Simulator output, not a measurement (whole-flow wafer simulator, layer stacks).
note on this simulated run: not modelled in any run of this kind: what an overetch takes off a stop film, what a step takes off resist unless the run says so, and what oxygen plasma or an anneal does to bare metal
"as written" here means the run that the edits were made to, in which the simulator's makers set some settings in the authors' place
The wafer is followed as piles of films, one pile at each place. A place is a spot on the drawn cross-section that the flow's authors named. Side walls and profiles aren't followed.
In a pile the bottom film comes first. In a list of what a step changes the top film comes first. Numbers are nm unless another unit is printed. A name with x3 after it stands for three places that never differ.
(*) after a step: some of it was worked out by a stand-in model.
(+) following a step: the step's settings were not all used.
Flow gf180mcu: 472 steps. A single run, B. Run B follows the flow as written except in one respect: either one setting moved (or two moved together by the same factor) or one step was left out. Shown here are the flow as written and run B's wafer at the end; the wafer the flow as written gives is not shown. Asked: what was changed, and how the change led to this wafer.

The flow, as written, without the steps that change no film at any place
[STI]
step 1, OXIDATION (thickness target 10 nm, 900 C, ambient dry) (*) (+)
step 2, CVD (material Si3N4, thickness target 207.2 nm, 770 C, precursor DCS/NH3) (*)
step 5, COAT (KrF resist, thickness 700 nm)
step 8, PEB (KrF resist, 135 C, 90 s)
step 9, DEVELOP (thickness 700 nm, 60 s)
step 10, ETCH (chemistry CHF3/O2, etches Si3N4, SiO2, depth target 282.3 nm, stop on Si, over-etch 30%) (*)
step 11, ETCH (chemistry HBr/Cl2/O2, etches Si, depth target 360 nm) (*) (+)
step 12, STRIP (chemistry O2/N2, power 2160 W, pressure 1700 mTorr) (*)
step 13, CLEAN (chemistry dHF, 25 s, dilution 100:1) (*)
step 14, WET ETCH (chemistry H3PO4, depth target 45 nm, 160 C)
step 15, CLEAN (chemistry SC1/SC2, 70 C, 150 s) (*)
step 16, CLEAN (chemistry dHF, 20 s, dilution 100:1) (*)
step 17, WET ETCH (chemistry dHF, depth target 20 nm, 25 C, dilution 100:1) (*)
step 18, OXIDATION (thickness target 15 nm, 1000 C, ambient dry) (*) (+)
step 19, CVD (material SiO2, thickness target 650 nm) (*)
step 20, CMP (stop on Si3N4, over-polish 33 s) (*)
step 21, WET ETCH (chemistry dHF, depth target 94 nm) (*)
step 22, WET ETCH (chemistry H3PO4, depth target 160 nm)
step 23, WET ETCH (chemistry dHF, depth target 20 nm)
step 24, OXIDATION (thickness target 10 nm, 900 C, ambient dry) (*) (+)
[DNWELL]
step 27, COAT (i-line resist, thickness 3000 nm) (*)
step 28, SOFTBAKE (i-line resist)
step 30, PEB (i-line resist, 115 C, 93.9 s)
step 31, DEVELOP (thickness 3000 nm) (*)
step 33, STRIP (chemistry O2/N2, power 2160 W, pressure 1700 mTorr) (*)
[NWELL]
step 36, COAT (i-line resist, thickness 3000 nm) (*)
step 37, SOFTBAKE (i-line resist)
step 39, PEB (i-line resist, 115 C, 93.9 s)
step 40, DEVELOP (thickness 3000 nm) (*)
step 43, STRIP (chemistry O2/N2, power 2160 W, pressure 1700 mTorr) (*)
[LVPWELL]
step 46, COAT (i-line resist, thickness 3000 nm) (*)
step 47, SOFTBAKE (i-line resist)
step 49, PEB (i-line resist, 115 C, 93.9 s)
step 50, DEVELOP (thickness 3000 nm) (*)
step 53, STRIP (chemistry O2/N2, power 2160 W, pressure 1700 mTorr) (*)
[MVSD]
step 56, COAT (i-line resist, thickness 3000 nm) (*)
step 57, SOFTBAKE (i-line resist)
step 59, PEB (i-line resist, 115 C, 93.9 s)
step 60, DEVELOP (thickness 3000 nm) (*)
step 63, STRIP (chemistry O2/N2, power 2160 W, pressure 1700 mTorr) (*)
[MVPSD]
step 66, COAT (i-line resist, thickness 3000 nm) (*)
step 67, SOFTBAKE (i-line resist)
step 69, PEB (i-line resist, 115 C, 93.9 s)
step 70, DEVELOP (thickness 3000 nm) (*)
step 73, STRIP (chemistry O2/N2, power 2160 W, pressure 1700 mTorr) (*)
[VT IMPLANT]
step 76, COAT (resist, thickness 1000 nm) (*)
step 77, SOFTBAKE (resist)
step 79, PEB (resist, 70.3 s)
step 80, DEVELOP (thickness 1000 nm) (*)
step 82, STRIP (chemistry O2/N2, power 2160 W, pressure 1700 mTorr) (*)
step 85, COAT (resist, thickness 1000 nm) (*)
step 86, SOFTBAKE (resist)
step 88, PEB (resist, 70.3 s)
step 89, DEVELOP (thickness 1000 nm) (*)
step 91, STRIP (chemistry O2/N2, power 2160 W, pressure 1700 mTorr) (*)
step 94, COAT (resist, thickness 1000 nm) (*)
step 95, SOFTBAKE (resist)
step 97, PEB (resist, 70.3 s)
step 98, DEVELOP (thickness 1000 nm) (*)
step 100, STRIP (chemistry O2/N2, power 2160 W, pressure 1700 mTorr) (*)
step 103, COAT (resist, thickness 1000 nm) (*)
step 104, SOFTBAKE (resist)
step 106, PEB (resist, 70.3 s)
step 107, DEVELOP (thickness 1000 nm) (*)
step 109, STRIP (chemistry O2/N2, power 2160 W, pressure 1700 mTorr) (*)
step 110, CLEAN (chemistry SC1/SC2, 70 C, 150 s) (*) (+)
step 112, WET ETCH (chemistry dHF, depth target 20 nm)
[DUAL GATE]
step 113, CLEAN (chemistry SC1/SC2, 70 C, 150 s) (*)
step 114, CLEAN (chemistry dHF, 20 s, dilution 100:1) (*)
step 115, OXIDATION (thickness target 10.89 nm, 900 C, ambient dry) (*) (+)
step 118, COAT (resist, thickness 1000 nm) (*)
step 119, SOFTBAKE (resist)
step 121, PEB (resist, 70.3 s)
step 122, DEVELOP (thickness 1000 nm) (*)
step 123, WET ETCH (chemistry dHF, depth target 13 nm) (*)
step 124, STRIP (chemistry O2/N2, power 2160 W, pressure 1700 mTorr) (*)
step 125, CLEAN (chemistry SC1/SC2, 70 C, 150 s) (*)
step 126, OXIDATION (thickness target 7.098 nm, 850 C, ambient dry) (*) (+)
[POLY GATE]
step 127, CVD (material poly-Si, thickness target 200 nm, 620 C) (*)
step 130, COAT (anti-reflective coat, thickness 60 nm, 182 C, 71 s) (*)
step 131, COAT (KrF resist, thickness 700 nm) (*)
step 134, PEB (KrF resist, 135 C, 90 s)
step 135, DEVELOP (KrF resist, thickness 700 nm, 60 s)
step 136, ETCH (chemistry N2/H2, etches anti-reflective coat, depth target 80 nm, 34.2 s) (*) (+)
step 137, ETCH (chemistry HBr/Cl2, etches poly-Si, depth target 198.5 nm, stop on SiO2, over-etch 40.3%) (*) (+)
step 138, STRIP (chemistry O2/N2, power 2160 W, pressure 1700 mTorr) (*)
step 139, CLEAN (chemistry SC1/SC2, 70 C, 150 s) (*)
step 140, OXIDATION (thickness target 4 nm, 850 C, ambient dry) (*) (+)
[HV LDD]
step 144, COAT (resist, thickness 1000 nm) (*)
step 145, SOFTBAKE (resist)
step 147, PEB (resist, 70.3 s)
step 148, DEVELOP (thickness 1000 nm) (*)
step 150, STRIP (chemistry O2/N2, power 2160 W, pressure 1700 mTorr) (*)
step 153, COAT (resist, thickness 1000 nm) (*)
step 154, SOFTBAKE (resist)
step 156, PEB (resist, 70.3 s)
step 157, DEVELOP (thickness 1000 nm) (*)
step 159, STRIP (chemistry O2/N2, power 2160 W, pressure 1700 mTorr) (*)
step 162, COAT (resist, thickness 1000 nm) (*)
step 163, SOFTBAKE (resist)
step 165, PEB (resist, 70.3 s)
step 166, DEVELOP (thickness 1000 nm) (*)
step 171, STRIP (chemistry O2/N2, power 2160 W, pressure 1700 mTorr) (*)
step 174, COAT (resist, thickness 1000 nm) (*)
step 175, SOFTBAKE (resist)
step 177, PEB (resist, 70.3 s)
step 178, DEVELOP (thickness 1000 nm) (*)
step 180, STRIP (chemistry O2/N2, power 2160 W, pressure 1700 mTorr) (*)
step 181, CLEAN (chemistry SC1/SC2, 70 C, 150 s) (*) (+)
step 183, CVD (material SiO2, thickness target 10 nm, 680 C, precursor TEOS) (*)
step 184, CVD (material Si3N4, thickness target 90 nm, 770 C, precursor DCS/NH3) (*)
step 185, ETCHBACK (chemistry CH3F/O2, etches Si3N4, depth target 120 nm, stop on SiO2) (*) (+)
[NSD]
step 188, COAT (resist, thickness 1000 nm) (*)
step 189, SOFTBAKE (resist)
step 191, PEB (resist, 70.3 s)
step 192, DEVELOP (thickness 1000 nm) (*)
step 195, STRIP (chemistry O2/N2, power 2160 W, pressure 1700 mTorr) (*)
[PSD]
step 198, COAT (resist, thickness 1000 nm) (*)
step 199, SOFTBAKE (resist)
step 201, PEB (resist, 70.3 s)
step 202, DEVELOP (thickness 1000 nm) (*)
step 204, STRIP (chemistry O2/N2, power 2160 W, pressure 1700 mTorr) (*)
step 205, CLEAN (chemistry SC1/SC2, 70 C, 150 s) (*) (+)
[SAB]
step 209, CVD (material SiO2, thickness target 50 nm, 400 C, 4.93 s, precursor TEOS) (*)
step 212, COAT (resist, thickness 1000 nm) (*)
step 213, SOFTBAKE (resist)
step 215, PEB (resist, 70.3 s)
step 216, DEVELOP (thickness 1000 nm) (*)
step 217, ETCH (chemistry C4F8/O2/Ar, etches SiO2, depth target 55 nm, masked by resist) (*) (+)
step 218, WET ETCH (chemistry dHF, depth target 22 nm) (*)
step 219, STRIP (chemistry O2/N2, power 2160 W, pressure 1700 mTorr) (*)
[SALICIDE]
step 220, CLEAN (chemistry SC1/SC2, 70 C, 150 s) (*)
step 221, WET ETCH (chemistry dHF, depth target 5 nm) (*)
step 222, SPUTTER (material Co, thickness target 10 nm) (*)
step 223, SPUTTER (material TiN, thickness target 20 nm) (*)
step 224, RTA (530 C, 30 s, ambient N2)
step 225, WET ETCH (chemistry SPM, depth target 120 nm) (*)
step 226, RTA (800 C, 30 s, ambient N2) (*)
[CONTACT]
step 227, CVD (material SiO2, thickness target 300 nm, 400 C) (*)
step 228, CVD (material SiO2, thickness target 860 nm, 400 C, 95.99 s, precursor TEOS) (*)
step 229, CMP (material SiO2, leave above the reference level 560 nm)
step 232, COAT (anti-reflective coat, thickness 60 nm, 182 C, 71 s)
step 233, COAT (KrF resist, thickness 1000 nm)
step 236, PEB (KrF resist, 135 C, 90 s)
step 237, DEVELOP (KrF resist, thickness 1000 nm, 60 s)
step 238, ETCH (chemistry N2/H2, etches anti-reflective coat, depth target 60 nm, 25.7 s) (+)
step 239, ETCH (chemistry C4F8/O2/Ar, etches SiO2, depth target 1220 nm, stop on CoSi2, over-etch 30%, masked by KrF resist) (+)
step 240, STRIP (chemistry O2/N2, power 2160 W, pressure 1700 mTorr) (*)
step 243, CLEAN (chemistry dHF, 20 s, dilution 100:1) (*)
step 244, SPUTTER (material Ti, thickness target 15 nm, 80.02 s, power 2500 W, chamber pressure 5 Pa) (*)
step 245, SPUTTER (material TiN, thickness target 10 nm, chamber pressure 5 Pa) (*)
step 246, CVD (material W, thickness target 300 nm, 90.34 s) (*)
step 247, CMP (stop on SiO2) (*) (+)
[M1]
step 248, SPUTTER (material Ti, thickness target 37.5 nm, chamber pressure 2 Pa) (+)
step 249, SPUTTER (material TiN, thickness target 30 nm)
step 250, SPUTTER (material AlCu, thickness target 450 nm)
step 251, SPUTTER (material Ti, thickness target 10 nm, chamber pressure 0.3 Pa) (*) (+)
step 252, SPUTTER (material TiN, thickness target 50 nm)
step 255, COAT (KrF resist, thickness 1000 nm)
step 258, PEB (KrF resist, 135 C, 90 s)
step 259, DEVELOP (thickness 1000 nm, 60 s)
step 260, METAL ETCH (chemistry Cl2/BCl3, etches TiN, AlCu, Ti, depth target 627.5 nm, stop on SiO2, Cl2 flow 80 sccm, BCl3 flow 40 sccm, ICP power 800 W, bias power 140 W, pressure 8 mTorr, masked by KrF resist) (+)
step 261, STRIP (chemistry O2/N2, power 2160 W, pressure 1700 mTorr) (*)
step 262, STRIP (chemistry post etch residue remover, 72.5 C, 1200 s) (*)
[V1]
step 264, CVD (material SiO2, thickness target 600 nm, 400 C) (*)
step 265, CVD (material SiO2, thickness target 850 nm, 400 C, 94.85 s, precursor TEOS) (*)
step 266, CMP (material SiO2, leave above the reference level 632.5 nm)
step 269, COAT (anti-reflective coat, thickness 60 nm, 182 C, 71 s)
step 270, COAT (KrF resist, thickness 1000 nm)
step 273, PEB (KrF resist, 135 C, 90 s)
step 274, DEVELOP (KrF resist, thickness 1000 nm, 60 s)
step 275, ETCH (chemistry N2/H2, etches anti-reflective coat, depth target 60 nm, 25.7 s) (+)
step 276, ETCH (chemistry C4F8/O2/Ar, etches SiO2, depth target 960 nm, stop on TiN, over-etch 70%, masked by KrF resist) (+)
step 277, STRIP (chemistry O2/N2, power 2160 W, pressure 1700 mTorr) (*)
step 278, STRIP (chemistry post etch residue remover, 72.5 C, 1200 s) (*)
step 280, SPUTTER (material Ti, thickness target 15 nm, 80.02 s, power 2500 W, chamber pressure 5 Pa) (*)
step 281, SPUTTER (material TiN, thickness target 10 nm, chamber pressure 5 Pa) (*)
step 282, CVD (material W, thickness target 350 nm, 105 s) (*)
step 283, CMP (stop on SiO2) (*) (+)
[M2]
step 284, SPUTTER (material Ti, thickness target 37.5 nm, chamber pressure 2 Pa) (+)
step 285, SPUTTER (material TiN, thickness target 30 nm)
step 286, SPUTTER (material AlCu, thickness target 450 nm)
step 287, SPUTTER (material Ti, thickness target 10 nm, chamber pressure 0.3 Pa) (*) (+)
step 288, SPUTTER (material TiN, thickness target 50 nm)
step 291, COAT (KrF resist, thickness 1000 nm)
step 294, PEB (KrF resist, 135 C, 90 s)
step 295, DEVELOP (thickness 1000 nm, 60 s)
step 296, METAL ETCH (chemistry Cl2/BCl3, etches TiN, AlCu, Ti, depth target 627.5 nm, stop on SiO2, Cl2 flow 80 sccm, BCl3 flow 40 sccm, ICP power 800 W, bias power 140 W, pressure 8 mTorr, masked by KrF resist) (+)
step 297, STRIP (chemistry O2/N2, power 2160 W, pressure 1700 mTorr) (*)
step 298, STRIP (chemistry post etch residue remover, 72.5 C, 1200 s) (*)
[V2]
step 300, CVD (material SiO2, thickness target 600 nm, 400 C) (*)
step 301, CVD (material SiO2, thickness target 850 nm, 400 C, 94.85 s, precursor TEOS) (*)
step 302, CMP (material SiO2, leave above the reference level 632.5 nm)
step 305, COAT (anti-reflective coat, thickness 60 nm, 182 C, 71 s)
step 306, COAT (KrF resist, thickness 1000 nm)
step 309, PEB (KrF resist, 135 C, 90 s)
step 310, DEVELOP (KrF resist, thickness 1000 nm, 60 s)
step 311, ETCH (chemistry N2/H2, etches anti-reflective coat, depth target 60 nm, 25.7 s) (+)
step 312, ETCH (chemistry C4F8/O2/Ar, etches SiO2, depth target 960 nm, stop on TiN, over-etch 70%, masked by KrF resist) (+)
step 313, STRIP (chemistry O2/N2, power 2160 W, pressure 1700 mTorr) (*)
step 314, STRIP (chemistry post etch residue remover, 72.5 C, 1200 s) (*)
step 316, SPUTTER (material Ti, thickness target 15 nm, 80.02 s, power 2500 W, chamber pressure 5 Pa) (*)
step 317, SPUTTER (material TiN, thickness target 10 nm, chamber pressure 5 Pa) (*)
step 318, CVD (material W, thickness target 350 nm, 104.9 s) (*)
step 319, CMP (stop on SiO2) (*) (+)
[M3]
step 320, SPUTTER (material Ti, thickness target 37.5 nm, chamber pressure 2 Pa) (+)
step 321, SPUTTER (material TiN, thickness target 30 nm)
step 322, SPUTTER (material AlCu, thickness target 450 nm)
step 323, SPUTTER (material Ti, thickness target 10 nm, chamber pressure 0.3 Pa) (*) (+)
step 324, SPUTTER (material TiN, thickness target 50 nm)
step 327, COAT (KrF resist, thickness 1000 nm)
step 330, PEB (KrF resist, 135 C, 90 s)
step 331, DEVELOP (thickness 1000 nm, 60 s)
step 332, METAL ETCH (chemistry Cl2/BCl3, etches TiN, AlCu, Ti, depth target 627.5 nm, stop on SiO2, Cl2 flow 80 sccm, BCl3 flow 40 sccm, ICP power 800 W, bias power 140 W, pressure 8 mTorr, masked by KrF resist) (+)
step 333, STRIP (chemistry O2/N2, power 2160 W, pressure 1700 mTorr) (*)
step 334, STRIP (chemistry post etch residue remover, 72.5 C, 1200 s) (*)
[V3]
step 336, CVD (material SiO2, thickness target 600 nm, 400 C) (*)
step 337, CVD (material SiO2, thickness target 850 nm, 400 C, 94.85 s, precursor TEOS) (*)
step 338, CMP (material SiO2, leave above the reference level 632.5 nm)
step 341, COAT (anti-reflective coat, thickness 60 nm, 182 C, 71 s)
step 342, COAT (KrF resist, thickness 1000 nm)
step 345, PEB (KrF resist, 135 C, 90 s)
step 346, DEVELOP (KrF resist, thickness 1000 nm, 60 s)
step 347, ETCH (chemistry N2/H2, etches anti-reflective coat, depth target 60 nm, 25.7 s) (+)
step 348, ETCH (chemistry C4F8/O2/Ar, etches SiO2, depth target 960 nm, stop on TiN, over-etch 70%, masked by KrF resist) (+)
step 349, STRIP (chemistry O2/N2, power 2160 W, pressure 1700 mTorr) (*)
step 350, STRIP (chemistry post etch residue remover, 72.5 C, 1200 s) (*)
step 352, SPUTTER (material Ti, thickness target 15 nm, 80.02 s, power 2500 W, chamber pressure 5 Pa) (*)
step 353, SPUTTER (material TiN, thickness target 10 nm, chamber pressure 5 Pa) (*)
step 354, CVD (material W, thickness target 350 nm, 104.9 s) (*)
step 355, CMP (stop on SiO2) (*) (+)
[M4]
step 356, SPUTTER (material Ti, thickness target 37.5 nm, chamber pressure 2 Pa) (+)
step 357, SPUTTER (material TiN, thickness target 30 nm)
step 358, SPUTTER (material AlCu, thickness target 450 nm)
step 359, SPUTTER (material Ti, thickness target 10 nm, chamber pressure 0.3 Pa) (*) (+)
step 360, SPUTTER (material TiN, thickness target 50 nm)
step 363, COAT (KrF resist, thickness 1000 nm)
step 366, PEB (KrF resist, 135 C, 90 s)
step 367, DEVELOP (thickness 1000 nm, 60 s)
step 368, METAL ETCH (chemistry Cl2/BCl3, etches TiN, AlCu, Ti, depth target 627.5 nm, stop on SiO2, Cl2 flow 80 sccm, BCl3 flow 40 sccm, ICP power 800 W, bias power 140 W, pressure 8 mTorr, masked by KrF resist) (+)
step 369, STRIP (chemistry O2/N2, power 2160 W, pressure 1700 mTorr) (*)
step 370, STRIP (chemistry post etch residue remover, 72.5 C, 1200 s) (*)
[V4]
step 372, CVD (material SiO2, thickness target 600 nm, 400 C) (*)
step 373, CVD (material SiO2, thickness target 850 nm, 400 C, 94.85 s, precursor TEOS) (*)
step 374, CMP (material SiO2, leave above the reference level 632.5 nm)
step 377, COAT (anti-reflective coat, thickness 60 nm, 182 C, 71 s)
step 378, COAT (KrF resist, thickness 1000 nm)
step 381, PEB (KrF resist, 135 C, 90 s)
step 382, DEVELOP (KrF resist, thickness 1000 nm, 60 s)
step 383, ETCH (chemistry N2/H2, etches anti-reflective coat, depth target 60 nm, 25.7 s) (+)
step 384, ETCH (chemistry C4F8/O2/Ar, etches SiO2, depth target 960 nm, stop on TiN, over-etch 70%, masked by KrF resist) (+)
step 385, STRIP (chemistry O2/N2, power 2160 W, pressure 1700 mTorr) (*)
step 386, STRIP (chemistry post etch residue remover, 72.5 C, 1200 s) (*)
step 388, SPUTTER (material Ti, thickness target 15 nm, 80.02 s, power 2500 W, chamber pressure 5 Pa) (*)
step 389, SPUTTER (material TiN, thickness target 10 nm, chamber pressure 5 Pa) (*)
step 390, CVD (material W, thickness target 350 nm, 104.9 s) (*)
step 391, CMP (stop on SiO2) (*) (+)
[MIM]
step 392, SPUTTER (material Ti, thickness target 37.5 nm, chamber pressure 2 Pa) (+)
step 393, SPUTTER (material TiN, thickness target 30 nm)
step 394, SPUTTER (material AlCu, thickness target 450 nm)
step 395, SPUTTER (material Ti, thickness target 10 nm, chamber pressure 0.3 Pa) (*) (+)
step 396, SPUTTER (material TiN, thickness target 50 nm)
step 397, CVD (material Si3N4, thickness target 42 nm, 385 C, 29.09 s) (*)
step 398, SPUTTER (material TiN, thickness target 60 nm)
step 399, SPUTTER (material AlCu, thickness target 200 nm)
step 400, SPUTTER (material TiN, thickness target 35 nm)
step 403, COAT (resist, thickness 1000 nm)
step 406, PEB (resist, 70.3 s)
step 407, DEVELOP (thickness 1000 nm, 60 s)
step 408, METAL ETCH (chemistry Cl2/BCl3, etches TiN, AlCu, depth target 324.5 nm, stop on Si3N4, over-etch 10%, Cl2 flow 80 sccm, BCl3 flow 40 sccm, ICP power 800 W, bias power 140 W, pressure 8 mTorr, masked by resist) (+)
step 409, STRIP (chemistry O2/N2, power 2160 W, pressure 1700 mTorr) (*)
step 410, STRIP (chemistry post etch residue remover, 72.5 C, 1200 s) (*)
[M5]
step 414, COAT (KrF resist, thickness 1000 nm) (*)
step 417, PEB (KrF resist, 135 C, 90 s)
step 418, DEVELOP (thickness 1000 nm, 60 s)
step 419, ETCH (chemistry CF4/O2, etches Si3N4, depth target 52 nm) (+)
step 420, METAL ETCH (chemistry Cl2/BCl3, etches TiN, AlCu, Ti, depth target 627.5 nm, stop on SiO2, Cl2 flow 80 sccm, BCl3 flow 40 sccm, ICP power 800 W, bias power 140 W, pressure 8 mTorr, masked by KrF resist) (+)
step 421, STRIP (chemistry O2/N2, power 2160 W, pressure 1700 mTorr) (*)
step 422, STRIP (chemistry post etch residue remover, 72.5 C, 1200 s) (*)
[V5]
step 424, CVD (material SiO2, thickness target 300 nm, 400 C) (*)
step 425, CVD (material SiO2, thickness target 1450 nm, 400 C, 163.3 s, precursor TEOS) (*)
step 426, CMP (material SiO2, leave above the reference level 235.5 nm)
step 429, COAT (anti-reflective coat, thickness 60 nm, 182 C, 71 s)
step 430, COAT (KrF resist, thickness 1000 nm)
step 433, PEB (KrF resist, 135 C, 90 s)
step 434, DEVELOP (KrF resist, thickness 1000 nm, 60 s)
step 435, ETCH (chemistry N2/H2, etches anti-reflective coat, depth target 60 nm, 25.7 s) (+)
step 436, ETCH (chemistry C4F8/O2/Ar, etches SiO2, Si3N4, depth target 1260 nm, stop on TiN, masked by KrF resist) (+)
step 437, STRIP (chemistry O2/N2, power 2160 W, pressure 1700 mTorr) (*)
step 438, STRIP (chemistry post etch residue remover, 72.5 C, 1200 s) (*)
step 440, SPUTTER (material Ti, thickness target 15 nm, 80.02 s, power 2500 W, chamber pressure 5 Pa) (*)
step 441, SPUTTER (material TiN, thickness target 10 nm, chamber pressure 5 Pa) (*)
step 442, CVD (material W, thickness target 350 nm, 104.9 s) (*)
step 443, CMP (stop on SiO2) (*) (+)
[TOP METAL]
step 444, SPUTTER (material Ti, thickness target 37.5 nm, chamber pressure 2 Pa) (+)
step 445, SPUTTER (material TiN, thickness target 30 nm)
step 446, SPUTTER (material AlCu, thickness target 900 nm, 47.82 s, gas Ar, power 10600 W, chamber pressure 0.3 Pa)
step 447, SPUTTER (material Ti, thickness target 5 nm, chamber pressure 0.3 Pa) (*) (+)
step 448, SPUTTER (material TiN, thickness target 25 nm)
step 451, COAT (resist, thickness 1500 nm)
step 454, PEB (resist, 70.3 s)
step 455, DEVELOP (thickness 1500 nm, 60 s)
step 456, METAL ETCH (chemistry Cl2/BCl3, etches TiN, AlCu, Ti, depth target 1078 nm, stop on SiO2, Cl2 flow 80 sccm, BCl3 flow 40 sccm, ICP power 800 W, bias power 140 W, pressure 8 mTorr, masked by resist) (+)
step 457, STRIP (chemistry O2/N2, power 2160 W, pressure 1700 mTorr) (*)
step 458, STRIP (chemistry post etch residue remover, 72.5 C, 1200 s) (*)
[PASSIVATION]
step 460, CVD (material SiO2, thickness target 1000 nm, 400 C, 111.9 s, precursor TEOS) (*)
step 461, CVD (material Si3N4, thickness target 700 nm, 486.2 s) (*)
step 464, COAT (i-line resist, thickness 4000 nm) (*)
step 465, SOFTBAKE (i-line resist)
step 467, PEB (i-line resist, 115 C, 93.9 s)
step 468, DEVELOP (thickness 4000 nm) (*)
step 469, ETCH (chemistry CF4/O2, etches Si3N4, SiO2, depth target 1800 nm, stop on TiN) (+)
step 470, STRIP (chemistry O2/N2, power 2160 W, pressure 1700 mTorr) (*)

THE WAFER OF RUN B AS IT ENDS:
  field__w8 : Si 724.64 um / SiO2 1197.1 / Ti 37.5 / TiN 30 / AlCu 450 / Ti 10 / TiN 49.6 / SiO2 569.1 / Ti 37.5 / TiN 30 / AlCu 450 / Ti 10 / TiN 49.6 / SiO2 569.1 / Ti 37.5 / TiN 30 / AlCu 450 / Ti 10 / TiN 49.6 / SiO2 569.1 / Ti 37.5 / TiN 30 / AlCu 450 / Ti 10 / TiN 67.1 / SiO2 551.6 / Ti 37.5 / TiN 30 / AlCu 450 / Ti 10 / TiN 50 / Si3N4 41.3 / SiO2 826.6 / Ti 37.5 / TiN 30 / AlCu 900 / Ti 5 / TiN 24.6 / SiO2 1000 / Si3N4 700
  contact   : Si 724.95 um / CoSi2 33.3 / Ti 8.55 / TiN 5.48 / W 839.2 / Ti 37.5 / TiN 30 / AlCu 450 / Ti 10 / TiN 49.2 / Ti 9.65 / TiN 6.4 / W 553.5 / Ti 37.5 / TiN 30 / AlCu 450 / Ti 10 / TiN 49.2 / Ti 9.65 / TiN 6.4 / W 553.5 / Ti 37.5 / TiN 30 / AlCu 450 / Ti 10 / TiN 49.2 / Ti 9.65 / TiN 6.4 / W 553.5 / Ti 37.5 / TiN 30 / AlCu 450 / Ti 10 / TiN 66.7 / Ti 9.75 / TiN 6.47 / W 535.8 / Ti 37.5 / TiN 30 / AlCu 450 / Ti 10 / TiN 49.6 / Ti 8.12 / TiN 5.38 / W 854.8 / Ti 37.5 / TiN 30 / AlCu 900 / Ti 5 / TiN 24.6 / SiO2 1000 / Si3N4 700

Cause: step 360, SPUTTER: thickness target 67.5 nm was run, whereas the flow has thickness target 50 nm.

The path from the change to this, step by step:
  step 360, SPUTTER (material TiN, thickness target 50 nm)
      field, field__w1, field__w2 and 108 more: +67.5 TiN (new film) (in the flow as written it would be: +50 TiN (new film))
  step 368, METAL ETCH (chemistry Cl2/BCl3, etches TiN, AlCu, Ti, depth target 627.5 nm, stop on SiO2, Cl2 flow 80 sccm, BCl3 flow 40 sccm, ICP power 800 W, bias power 140 W, pressure 8 mTorr, masked by KrF resist) (+)
      field, field__w1, field__w2 and 103 more: -67.5 TiN (all of it), -10 Ti (all of it), -450 AlCu (all of it), -30 TiN (all of it), -37.5 Ti (all of it) (in the flow as written it would be: -50 TiN (all of it), -10 Ti (all of it), -450 AlCu (all of it), -30 TiN (all of it), -37.5 Ti (all of it))
  step 384, ETCH (chemistry C4F8/O2/Ar, etches SiO2, depth target 960 nm, stop on TiN, over-etch 70%, masked by KrF resist) (+)
      contact: -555 SiO2 (all of it) (in the flow as written it would be: -572.5 SiO2 (all of it))
